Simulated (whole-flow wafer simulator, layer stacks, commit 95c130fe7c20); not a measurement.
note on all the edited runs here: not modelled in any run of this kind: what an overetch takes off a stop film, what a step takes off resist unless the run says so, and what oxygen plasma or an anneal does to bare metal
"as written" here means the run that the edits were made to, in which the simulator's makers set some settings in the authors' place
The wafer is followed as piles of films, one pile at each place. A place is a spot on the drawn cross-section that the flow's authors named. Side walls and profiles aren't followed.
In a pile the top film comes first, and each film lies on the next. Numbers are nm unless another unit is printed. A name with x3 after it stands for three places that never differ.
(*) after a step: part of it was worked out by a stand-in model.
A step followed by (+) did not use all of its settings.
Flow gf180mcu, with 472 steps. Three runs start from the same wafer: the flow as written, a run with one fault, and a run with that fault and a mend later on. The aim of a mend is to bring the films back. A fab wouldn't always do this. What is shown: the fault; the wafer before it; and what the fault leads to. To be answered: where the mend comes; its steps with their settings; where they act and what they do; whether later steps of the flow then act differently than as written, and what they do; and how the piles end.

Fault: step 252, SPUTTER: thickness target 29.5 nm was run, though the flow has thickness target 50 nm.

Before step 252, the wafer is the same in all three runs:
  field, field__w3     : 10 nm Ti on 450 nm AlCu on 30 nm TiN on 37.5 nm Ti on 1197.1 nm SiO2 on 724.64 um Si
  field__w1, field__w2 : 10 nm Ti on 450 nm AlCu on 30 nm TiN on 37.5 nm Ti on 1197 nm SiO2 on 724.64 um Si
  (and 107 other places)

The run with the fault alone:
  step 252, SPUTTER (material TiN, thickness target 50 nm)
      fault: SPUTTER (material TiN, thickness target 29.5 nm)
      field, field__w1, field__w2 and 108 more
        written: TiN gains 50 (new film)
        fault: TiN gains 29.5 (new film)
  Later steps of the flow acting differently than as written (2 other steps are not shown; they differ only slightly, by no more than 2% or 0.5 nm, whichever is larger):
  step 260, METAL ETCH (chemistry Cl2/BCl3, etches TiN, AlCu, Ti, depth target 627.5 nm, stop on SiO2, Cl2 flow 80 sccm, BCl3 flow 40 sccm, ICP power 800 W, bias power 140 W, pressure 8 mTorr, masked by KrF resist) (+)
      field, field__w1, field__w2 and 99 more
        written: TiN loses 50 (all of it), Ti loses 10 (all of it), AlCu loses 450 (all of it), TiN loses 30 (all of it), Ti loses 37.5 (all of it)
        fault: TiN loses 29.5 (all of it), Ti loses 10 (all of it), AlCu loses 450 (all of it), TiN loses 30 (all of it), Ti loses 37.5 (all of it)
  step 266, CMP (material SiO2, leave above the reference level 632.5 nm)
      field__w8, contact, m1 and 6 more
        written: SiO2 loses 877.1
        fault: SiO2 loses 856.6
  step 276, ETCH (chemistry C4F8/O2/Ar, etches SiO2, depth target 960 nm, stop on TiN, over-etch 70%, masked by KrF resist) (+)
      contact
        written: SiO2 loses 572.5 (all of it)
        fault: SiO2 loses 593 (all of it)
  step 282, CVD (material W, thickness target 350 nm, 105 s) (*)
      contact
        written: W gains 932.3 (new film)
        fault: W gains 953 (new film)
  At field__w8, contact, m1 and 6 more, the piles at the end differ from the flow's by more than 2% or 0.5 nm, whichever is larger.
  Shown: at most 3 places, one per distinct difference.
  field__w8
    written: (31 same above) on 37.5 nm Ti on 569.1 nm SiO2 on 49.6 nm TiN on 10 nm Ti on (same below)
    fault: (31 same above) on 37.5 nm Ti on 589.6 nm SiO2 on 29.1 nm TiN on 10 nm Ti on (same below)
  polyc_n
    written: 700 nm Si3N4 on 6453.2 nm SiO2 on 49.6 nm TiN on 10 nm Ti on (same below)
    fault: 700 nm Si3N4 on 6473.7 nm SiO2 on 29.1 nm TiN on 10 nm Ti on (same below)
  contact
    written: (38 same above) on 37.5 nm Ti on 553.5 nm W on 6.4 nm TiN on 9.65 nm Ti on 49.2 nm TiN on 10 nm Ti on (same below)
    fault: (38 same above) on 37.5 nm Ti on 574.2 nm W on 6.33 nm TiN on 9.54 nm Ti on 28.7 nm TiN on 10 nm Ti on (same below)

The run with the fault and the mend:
  After step 252 comes the mend.
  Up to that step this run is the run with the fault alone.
  step 252a, SPUTTER (material TiN, thickness target 20.5 nm) (a further turn of the flow's step 252, with different settings)
      field, field__w1, field__w2 and 108 more
        TiN gains 20.5
  Later steps of the flow that are run all act as written at every place that is followed.
  At every place that both follow, the piles at the end match the flow's.
